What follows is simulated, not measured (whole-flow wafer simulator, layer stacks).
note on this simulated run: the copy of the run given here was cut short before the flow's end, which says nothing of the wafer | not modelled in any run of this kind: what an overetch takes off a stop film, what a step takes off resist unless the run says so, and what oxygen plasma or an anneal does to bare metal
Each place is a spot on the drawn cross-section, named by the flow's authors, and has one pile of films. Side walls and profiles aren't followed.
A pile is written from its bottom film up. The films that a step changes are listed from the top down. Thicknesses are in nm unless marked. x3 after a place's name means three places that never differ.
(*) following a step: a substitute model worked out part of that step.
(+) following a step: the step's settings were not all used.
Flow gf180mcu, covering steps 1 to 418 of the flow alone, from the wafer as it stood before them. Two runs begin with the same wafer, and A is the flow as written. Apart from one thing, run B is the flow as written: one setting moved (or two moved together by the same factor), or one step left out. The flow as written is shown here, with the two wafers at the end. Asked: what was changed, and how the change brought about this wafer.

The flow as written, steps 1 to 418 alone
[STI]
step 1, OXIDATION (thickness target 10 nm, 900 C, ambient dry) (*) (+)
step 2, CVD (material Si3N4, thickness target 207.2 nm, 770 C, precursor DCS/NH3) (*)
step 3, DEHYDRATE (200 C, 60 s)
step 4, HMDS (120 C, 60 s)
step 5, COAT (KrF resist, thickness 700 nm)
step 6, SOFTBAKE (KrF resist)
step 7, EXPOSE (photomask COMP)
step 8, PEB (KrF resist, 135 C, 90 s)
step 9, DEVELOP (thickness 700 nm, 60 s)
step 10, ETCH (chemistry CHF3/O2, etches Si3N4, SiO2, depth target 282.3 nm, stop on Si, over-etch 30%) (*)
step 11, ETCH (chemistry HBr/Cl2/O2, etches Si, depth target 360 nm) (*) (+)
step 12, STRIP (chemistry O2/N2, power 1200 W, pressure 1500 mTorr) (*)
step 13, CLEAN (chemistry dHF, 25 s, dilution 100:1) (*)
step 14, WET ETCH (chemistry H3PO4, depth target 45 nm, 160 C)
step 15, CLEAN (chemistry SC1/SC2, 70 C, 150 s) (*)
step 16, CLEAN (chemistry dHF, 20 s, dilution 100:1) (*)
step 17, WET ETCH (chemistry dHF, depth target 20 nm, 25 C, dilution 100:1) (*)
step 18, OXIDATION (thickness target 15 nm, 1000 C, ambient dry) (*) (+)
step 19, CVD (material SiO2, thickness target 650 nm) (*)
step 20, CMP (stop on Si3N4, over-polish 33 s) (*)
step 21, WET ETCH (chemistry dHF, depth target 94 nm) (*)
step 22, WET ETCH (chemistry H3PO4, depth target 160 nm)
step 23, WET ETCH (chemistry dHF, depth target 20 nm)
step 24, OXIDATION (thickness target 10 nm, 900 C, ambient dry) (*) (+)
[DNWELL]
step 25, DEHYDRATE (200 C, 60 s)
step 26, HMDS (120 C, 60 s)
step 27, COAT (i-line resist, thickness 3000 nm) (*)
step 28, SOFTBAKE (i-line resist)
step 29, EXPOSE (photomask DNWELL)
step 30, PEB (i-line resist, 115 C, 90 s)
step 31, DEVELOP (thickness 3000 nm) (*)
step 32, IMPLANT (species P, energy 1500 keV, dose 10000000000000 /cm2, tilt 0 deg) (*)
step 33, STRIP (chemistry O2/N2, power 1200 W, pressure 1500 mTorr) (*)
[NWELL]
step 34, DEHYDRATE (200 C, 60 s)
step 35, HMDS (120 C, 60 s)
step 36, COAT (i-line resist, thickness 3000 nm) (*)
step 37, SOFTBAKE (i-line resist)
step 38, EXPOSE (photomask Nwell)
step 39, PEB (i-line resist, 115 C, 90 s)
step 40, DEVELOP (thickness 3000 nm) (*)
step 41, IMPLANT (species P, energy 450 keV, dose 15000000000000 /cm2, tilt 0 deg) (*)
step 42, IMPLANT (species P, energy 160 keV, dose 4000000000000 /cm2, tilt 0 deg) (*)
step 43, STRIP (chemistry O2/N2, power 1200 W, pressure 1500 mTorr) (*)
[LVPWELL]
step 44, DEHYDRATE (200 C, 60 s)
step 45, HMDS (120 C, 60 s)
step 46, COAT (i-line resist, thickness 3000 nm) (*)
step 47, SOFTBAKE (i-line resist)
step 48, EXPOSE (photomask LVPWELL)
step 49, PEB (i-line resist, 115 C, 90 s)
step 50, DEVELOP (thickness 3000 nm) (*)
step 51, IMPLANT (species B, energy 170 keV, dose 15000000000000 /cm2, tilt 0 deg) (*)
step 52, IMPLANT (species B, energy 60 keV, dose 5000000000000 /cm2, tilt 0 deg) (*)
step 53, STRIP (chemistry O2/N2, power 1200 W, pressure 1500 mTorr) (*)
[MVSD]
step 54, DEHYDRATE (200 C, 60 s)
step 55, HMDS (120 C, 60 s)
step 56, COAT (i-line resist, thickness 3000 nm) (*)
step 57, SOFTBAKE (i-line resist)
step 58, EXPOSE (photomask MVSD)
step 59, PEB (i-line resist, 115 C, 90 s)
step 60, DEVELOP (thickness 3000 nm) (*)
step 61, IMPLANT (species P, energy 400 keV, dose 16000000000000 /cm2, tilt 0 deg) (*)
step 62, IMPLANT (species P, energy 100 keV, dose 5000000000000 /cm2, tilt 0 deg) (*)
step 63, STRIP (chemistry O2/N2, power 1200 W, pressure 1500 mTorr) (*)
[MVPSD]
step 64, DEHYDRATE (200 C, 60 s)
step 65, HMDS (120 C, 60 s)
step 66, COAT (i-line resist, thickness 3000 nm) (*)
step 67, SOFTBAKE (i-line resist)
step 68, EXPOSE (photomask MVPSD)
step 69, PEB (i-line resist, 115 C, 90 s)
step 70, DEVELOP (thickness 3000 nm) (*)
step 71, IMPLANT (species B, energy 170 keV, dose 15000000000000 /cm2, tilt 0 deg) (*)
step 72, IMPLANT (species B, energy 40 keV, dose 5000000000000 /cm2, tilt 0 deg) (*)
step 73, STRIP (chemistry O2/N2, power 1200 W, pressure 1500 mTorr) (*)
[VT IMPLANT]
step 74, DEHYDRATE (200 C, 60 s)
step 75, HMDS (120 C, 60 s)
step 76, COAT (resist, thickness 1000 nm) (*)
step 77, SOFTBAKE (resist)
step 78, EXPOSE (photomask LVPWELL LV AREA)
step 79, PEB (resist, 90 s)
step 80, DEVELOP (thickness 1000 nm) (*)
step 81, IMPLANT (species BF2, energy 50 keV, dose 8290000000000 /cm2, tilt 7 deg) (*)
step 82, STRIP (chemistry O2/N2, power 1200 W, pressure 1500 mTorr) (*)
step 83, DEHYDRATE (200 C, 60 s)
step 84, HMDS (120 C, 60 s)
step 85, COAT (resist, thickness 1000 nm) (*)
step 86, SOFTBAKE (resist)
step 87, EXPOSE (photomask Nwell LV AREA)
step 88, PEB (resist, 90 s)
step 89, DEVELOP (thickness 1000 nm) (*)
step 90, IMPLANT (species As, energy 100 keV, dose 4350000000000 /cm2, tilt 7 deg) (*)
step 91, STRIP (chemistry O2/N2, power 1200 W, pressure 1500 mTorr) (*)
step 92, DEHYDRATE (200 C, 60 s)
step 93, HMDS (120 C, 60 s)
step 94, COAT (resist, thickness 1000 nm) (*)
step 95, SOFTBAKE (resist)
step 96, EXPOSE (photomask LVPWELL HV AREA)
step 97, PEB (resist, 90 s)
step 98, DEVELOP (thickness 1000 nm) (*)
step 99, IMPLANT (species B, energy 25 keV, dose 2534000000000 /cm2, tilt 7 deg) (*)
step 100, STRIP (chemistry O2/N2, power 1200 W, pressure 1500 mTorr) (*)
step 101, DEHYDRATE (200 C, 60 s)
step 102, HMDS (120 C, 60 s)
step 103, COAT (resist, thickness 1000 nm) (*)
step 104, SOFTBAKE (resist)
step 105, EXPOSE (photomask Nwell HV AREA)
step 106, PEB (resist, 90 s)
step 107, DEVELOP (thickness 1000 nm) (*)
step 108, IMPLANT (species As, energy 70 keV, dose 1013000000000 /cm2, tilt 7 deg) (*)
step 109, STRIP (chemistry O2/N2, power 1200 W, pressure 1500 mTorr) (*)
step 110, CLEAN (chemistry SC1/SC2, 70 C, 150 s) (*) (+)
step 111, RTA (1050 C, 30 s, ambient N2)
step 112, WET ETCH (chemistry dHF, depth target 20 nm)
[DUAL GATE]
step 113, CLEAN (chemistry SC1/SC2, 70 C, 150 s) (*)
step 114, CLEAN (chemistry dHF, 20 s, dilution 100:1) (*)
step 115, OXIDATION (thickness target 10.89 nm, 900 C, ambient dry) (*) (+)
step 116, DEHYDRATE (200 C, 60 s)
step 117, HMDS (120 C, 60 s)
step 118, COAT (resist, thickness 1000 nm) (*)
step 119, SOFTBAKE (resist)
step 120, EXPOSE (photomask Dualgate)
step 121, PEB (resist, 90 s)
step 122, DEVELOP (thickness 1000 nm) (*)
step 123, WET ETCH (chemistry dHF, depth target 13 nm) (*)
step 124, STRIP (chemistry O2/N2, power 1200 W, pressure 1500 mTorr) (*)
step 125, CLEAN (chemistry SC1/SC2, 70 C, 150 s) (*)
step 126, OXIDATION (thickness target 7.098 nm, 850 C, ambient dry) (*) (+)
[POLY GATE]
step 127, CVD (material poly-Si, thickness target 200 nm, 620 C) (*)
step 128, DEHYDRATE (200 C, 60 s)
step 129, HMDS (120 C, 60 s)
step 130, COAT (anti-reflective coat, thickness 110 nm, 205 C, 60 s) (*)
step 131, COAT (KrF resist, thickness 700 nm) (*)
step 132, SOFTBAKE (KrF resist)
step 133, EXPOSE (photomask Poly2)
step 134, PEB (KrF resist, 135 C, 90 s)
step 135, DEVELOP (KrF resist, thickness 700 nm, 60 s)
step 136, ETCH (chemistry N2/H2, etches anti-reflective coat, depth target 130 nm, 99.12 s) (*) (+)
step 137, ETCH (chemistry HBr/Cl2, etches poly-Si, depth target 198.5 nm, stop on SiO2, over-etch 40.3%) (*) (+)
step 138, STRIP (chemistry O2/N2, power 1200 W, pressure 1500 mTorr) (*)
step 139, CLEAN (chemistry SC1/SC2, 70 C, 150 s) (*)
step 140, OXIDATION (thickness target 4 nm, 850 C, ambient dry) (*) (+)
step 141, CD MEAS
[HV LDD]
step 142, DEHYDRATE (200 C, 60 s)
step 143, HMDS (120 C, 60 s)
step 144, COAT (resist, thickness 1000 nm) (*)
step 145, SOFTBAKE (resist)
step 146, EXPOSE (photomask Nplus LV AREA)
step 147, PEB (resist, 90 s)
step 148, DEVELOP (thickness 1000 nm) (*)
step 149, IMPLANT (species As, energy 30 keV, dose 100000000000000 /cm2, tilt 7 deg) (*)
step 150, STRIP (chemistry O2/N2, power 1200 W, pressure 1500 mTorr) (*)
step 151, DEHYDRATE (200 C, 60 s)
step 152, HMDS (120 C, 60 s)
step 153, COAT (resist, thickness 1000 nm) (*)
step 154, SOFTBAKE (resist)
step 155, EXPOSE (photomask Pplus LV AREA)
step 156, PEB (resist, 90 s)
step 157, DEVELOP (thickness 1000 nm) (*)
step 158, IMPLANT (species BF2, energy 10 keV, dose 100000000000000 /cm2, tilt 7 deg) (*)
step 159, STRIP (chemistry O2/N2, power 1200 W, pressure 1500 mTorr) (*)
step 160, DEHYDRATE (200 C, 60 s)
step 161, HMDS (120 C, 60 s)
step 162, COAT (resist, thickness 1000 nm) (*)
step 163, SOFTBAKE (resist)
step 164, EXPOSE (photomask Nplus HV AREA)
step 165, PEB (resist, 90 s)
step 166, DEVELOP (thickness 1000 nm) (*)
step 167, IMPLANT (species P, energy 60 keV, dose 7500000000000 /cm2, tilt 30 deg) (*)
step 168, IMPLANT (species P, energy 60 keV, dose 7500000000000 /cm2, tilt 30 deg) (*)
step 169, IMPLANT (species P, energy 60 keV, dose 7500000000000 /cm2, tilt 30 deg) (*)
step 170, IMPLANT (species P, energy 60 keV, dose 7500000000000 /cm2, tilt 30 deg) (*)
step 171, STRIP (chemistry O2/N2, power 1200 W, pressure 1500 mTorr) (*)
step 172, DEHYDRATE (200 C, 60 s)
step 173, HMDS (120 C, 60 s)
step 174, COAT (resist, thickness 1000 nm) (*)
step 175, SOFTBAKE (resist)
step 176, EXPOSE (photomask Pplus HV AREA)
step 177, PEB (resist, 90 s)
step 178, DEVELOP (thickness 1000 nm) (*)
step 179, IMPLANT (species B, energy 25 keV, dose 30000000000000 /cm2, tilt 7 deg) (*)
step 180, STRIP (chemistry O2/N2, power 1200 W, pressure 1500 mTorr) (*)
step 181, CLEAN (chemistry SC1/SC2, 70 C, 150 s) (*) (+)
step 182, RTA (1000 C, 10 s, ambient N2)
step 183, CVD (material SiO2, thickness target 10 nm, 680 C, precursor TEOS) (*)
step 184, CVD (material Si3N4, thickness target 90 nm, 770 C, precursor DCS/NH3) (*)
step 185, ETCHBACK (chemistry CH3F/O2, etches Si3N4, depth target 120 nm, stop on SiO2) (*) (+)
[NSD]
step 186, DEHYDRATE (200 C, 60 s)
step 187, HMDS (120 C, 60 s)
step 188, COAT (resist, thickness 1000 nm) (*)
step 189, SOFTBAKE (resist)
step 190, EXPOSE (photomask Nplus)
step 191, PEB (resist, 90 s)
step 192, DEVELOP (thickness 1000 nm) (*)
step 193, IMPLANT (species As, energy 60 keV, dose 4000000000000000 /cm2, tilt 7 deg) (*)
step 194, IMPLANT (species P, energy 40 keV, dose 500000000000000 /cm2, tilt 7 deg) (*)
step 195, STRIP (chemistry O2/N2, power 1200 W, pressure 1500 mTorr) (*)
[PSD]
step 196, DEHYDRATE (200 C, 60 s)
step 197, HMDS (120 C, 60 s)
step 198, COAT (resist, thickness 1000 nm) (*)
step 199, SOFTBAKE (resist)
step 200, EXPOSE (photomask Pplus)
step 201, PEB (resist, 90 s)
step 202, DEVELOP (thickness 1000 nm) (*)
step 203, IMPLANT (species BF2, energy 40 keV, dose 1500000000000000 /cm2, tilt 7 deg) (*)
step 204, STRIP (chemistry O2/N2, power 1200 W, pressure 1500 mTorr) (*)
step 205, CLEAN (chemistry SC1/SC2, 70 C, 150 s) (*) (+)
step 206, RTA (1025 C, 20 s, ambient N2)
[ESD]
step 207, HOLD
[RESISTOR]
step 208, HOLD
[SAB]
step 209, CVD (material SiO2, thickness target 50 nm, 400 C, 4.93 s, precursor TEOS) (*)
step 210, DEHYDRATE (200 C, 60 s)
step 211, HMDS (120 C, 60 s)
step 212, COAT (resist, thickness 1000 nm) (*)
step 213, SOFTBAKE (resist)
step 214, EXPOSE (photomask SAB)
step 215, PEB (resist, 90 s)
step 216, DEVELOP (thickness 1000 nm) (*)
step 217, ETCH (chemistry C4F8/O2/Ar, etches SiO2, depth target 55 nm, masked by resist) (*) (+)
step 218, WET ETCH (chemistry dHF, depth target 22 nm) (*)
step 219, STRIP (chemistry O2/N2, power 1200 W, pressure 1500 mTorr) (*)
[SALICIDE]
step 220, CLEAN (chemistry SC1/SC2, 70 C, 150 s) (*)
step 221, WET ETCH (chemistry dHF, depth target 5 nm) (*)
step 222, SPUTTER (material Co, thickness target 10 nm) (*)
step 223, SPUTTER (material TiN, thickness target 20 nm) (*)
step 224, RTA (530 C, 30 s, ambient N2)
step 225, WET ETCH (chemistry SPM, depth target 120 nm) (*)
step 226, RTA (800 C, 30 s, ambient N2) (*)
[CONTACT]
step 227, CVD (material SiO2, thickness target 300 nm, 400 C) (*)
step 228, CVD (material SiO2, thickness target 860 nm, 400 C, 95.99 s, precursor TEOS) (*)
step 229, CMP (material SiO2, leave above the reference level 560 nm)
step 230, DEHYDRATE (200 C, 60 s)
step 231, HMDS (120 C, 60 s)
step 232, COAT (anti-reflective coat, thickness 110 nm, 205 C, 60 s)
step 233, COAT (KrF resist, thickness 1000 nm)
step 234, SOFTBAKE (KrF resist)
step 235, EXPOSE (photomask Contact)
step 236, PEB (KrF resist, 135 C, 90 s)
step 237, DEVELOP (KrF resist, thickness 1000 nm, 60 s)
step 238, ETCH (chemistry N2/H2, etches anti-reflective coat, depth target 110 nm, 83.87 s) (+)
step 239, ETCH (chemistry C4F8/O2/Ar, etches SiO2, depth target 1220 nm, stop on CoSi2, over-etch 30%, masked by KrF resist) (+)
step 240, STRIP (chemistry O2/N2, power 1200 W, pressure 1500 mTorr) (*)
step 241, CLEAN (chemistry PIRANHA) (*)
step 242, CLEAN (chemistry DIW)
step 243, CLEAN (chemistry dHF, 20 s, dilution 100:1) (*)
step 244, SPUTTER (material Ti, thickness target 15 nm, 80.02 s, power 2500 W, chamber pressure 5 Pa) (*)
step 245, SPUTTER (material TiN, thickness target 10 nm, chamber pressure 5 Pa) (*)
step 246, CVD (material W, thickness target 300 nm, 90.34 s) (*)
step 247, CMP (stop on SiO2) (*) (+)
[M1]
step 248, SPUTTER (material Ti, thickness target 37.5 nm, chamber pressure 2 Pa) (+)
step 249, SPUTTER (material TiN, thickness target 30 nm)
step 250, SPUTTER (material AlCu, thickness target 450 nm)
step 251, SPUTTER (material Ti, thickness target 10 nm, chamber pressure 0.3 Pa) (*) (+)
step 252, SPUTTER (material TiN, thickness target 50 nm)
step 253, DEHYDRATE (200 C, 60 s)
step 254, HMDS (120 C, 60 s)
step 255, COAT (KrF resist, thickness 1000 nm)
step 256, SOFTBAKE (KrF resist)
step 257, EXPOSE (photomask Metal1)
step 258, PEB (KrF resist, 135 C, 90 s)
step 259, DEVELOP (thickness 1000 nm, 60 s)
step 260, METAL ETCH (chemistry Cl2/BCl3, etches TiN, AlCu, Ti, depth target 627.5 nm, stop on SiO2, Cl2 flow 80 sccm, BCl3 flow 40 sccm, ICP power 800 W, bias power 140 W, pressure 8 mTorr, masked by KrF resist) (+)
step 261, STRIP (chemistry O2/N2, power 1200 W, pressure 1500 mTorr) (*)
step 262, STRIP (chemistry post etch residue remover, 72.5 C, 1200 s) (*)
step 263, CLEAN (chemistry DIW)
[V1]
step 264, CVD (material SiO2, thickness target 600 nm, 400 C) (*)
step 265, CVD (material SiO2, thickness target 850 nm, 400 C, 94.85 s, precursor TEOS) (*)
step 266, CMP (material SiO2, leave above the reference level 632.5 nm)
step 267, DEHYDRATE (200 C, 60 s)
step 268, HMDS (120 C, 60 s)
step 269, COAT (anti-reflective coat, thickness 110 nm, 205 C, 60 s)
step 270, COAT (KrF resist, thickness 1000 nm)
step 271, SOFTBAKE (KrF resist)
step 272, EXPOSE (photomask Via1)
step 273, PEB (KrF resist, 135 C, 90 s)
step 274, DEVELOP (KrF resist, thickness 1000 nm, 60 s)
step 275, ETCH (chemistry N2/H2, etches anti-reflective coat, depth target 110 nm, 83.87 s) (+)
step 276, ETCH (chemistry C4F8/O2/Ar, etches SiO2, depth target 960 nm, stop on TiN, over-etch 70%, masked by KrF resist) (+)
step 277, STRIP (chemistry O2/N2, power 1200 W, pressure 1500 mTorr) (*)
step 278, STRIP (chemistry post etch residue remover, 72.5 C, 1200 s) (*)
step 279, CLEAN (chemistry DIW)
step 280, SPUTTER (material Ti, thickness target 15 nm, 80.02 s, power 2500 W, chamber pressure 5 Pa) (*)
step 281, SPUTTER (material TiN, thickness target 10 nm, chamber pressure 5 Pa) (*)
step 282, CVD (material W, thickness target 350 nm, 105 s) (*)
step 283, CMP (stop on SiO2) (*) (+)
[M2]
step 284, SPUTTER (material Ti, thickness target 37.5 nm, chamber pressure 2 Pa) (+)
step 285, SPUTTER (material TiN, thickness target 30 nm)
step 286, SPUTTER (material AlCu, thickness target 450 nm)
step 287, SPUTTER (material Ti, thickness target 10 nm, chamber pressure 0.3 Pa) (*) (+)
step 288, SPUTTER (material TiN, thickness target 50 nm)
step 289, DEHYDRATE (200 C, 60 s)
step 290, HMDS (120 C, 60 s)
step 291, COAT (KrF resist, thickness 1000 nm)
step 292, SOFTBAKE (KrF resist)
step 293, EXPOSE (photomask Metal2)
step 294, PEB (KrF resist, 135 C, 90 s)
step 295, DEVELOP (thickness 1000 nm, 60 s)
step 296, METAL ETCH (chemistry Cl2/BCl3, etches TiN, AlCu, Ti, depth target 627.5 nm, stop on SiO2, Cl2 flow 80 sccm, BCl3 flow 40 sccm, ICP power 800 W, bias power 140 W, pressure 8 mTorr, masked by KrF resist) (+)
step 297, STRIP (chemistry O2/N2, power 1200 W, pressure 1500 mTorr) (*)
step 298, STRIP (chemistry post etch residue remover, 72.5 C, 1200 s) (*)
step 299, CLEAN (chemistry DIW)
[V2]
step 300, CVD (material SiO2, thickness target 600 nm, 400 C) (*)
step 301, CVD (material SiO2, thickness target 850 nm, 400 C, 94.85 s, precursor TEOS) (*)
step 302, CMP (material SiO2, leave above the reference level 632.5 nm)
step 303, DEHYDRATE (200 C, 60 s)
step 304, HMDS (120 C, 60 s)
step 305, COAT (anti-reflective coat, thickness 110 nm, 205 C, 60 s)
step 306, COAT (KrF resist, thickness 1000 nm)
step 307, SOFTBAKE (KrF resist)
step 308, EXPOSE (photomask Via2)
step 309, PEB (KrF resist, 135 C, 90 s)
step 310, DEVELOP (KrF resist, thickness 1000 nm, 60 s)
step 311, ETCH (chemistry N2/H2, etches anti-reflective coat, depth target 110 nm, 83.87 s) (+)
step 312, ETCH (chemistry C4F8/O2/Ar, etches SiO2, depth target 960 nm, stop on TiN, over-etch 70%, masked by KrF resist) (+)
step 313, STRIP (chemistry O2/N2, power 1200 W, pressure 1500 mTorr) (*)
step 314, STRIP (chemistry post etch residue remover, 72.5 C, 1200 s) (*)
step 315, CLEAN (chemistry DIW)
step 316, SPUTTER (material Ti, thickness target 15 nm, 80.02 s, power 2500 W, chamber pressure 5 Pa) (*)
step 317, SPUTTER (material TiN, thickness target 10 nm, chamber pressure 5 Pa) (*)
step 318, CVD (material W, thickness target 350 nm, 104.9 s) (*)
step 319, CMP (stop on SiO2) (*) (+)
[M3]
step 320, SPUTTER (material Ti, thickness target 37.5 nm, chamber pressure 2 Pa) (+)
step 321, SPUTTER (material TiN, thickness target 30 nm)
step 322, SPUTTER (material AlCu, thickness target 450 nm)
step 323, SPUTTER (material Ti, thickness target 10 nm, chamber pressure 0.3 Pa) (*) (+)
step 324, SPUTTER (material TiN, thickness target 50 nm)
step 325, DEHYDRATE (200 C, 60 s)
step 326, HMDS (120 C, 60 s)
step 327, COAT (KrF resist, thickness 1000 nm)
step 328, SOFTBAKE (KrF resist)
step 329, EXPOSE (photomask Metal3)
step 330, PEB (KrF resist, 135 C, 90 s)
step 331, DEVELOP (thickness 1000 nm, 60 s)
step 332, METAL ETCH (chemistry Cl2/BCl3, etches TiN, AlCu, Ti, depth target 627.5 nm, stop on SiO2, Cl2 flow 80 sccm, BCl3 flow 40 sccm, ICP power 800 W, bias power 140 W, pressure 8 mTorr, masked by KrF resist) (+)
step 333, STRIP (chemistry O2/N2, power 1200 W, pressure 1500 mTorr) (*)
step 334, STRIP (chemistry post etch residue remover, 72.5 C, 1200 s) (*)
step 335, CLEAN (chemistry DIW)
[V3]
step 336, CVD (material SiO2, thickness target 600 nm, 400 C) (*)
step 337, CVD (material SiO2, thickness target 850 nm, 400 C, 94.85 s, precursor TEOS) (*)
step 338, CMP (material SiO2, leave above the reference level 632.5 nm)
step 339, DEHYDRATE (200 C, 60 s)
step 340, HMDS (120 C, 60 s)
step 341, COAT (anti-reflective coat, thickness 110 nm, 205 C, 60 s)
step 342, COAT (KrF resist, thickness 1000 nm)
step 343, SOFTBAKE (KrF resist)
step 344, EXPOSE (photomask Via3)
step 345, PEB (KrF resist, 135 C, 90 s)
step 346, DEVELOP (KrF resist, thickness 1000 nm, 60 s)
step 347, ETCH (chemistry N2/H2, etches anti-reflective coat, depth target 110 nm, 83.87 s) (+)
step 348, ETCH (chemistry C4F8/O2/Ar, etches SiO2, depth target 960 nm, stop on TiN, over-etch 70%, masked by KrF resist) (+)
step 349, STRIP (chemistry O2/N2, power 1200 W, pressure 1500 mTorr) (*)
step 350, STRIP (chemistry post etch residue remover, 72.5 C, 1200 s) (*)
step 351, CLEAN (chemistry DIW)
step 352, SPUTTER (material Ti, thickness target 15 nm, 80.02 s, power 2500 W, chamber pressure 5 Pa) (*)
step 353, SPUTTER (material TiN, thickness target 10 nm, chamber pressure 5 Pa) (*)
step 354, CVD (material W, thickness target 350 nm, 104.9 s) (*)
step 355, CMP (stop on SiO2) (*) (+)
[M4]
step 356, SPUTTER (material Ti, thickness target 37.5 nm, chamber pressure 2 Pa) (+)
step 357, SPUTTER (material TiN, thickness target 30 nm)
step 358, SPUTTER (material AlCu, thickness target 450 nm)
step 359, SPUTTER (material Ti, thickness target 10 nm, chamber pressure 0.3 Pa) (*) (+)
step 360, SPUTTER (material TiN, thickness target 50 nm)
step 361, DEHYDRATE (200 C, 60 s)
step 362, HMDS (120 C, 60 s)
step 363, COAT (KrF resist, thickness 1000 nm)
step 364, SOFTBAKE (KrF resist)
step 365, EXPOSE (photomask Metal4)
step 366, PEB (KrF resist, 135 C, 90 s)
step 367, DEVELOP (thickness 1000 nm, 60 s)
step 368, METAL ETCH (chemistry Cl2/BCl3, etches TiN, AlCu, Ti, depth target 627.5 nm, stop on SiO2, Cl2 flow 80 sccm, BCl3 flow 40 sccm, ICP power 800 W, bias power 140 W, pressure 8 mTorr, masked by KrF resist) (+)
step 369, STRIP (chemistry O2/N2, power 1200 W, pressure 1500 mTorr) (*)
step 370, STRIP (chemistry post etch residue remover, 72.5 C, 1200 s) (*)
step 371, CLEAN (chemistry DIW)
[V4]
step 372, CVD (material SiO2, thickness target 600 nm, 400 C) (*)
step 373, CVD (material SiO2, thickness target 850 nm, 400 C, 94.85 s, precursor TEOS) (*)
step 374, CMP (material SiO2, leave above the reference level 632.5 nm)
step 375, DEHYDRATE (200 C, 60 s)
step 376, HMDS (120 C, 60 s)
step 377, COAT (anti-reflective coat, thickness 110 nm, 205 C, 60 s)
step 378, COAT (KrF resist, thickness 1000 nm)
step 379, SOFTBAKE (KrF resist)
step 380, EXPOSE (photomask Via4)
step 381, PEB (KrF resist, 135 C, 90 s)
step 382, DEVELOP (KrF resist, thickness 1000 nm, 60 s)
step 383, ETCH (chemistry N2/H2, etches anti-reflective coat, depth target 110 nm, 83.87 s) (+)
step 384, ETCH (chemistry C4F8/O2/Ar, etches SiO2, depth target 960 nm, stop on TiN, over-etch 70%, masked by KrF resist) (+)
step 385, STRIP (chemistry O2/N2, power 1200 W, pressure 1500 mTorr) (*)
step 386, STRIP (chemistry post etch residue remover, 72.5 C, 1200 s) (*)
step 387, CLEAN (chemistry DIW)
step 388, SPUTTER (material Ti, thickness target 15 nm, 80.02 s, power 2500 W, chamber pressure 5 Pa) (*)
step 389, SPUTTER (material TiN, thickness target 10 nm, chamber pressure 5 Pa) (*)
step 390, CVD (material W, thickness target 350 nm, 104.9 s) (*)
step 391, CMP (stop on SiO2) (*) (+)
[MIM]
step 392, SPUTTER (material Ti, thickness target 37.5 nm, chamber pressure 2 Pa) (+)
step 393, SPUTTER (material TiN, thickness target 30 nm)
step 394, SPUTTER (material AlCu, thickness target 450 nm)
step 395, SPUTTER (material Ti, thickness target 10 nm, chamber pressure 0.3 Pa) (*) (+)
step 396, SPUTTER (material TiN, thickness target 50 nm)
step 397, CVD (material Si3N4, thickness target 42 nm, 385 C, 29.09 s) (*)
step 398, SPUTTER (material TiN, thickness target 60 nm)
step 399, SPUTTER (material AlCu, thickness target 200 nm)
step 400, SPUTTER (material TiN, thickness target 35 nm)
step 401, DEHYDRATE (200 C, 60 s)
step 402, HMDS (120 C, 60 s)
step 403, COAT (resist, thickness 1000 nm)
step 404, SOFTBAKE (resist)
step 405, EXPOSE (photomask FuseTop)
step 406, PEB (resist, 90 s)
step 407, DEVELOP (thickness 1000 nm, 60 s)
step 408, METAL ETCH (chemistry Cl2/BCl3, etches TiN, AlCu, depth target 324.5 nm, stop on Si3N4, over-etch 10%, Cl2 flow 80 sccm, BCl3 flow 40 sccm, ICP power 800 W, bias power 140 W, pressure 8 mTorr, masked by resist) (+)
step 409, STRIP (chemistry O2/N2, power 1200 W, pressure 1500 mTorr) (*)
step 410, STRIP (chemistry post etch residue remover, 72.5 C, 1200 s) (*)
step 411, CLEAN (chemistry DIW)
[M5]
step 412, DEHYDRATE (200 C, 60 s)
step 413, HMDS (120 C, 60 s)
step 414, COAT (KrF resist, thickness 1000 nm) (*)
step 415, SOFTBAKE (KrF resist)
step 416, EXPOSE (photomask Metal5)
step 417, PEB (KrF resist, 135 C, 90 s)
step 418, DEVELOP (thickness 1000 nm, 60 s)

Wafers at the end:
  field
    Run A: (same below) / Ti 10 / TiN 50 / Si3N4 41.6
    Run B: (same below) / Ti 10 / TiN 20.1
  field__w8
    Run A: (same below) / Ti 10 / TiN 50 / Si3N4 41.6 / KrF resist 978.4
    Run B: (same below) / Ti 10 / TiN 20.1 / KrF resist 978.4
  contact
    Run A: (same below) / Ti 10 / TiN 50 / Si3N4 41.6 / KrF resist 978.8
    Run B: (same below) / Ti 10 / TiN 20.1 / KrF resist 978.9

Cause: step 397, CVD: material Si3N4, thickness target 42 nm, 385 C, 29.09 s (*), was not run.

How this came from the change, step by step:
  step 398, SPUTTER (material TiN, thickness target 60 nm)
      field, field__w1, field__w2 and 108 more: A +60 TiN (new film) | B +60 TiN
  step 408, METAL ETCH (chemistry Cl2/BCl3, etches TiN, AlCu, depth target 324.5 nm, stop on Si3N4, over-etch 10%, Cl2 flow 80 sccm, BCl3 flow 40 sccm, ICP power 800 W, bias power 140 W, pressure 8 mTorr, masked by resist) (+)
      field, field__w1, field__w2 and 107 more: A -35 TiN (all of it), -200 AlCu (all of it), -60 TiN (all of it) | B -35 TiN (all of it), -200 AlCu (all of it), -89.5 TiN
  step 414, COAT (KrF resist, thickness 1000 nm) (*)
      mim: A +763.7 KrF resist (new film) | B +741.4 KrF resist (new film)
